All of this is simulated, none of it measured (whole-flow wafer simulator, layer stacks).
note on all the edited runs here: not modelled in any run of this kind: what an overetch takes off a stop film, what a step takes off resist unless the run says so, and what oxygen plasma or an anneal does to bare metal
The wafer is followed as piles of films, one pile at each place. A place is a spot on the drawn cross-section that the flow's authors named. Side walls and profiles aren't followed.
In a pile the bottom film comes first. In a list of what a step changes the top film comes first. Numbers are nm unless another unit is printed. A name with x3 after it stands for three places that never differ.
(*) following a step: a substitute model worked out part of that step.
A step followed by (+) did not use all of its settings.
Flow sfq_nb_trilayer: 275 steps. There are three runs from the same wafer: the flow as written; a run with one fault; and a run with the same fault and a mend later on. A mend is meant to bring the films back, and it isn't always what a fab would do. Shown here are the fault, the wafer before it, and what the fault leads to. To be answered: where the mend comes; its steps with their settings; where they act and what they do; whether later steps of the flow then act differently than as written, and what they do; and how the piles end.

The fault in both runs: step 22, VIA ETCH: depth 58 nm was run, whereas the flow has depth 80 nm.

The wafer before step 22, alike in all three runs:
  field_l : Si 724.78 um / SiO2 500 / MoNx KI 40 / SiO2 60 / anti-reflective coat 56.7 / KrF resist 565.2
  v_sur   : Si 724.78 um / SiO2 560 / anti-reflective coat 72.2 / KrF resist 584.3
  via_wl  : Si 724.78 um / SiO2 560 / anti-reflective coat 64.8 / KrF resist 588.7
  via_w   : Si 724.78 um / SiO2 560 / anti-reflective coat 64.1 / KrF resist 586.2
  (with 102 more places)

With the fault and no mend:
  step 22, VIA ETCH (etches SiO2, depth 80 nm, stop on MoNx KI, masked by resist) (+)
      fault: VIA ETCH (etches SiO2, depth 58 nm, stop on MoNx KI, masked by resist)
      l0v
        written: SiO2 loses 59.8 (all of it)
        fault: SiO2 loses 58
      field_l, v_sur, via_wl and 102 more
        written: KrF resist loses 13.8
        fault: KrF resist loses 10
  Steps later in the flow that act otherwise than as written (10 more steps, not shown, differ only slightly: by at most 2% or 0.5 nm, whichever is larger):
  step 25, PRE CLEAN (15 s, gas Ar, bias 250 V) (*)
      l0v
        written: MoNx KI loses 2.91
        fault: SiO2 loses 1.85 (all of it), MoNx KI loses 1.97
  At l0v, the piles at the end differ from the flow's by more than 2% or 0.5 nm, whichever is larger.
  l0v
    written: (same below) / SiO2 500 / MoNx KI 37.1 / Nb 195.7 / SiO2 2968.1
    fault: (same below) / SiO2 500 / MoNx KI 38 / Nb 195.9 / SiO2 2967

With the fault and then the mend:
  After step 23 comes the mend.
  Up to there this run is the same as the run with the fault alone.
  step 23a, COAT (anti-reflective coat, thickness 62 nm) (*) (the flow's step 15, run once more)
      p4_fl x3, p4_w1 x9, p4_g1 x2 and 59 more
        anti-reflective coat gains 62 (new film)
      gap, jj_sur, ce_l and 8 more
        anti-reflective coat gains 63.6 (new film)
      wire, be, be_sur, field_r, lsp_l
        anti-reflective coat gains 63.7 (new film)
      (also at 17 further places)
  step 23b, COAT (KrF resist, thickness 650 nm) (*) (the flow's step 16, run once more)
      p4_fl x3, p4_w1 x9, p4_g1 x2 and 59 more
        KrF resist gains 650 (new film)
      c5j, ce_r, sp_r, be_r, r_sur, res
        KrF resist gains 656.7 (new film)
      gap, jj_sur, ce_l, r_end
        KrF resist gains 656.8 (new film)
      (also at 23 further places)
  step 23c, SOFTBAKE (KrF resist) (the flow's step 17, run once more)
      does not change any film at any place that is followed
  step 23d, EXPOSE (photomask L0V, dose 12.41 mJ/cm2, NA 0.6, wavelength 248 nm) (*) (the flow's step 18, run once more)
      does not change any film at any place that is followed
  step 23e, PEB (KrF resist, 90 s) (the flow's step 19, run once more)
      p4_fl x3, p4_w1 x9, p4_g1 x2 and 59 more
        KrF resist loses 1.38
      via_v, wire, be and 17 more
        KrF resist loses 1.39
      v_sur, via_w, via_wr, via_sp, ln_m6
        KrF resist loses 1.4
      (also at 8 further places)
  step 23f, DEVELOP (KrF resist, thickness 650 nm, 60 s) (the flow's step 20, run once more)
      field_l, v_sur, via_wl and 102 more
        KrF resist loses 23.5
      l0v
        KrF resist loses 670.5 (all of it)
  step 23g, VIA ETCH (etches anti-reflective coat, depth 125 nm, masked by resist) (*) (+) (the flow's step 21, run once more)
      field_l, v_sur, via_wl and 102 more
        KrF resist loses 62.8
      l0v
        anti-reflective coat loses 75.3 (all of it), SiO2 loses 0.19
  step 23h, VIA ETCH (etches SiO2, depth 22 nm, stop on MoNx KI, masked by resist) (+) (the flow's step 22, run once more with other settings)
      field_l, v_sur, via_wl and 102 more
        KrF resist loses 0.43
      l0v
        SiO2 loses 1.66 (all of it)
  step 23i, STRIP (over-ash 65%, gas O2, power 200 W) (*) (the flow's step 23, run once more)
      p4_fl x3, p4_w1 x9, p4_g1 x2 and 59 more
        KrF resist loses 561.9 (all of it), anti-reflective coat loses 62 (all of it)
      ce_l, c5j, ce_r, sp_r, be_r, r_sur, res
        KrF resist loses 568.6 (all of it), anti-reflective coat loses 63.6 (all of it)
      gap, jj_sur, r_end, moat
        KrF resist loses 568.7 (all of it), anti-reflective coat loses 63.6 (all of it)
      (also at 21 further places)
  Every later step of the flow that is run acts as written at every place that is followed.
  The piles end the same as the flow's at every place that both follow.
